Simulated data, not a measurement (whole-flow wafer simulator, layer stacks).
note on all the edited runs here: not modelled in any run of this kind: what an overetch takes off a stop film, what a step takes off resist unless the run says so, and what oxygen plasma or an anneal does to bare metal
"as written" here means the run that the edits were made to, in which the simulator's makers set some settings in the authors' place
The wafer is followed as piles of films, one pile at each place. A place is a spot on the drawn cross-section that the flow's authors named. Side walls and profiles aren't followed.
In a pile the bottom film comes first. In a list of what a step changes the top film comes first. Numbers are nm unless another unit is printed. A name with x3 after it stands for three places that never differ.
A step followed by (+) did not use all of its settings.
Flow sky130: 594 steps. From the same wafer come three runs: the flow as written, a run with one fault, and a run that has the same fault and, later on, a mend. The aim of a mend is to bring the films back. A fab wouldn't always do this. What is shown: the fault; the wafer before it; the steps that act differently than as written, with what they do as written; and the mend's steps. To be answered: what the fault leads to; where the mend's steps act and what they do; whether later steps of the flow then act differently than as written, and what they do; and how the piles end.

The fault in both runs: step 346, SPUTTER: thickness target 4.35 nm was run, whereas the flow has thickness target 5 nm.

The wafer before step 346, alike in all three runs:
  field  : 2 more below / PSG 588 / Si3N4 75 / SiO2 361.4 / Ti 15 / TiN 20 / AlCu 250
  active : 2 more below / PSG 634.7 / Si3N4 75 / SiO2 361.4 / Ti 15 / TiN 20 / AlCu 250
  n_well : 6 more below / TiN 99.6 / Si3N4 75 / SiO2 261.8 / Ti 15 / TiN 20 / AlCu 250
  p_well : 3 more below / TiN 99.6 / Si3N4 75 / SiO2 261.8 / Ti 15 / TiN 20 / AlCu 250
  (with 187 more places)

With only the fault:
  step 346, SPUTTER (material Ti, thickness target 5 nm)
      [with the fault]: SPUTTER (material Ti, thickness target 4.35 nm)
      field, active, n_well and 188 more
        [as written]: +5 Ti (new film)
        [with the fault]: +4.35 Ti (new film)
  Steps further on in the flow that do not act as written (not shown: 18 more steps that differ only slightly, by at most 2% or 0.5 nm, whichever is larger):
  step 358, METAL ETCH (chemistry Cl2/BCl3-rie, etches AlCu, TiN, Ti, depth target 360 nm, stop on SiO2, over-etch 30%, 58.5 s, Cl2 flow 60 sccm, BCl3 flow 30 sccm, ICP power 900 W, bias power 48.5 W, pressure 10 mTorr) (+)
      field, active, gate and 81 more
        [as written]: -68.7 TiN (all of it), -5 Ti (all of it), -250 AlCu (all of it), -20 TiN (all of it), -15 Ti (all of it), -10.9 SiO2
        [with the fault]: -68.7 TiN (all of it), -4.35 Ti (all of it), -250 AlCu (all of it), -20 TiN (all of it), -15 Ti (all of it), -11 SiO2
  The piles end different from the flow's at n_well, p_well, gate_hv and 104 more by more than 2% or 0.5 nm, whichever is larger.
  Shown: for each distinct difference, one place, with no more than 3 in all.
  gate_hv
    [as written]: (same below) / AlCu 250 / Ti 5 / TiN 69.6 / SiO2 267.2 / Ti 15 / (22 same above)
    [with the fault]: (same below) / AlCu 250 / Ti 4.35 / TiN 69.6 / SiO2 267.9 / Ti 15 / (22 same above)
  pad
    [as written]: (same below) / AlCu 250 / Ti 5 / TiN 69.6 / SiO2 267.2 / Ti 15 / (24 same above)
    [with the fault]: (same below) / AlCu 250 / Ti 4.35 / TiN 69.6 / SiO2 267.9 / Ti 15 / (24 same above)
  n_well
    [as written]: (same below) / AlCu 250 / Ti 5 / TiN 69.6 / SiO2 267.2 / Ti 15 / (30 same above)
    [with the fault]: (same below) / AlCu 250 / Ti 4.35 / TiN 69.6 / SiO2 267.9 / Ti 15 / (30 same above)

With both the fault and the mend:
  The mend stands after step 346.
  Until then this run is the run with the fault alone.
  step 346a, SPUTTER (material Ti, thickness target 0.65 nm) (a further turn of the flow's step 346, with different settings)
      field, active, n_well and 188 more
        +0.65 Ti
  None of the later steps of the flow acts differently than as written at any place that is followed.
  At every place that both follow, the piles at the end match the flow's.
